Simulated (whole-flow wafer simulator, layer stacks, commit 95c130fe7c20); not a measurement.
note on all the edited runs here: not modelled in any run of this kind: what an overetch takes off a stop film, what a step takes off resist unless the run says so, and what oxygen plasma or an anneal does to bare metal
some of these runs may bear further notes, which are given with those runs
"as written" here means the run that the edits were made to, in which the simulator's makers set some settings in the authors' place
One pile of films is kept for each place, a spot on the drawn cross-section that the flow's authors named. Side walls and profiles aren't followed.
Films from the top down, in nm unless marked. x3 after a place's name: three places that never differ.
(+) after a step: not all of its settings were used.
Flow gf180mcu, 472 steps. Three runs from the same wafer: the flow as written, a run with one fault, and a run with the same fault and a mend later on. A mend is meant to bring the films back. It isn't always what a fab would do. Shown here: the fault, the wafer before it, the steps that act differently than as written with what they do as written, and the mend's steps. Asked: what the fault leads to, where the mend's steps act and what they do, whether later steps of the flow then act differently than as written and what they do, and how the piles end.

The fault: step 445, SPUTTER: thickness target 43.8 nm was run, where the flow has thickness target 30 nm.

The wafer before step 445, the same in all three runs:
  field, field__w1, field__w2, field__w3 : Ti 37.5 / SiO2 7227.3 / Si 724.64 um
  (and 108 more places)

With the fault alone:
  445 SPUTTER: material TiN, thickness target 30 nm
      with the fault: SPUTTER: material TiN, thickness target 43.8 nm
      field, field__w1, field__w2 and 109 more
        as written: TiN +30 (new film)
        with the fault: TiN +43.8 (new film)
  Later steps of the flow that act differently than as written (4 more steps differ only slightly, by at most 2% or 0.5 nm, whichever is larger, and aren't shown):
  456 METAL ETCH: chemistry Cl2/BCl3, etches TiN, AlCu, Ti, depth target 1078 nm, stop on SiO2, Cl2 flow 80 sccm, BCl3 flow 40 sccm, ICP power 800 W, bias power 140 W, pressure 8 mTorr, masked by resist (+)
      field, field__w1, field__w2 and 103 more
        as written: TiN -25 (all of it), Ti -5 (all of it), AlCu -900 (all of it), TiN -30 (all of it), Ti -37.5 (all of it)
        with the fault: TiN -25 (all of it), Ti -5 (all of it), AlCu -900 (all of it), TiN -43.8 (all of it), Ti -37.5 (all of it)
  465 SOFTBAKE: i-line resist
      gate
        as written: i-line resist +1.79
        with the fault: i-line resist -0.24
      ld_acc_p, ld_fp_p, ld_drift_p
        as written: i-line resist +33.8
        with the fault: i-line resist +27.5
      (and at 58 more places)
  At the end the piles differ from the flow's by more than 2% or 0.5 nm, whichever is larger, at field__w8, contact, m1, m1__w1, pad, m1_nw.
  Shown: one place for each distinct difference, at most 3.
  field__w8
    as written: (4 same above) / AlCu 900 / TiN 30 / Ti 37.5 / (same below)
    with the fault: (4 same above) / AlCu 900 / TiN 43.8 / Ti 37.5 / (same below)
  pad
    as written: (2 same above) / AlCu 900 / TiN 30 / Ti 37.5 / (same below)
    with the fault: (2 same above) / AlCu 900 / TiN 43.8 / Ti 37.5 / (same below)

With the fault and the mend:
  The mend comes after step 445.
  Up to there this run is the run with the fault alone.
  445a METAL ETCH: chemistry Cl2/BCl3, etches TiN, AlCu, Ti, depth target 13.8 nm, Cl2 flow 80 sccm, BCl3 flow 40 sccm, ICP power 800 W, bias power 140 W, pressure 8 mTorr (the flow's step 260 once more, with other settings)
      field, field__w1, field__w2 and 109 more
        TiN -13.8
  No later step of the flow acts differently than as written at any place that is followed.
  At the end the piles are the same as the flow's at every place that both follow.
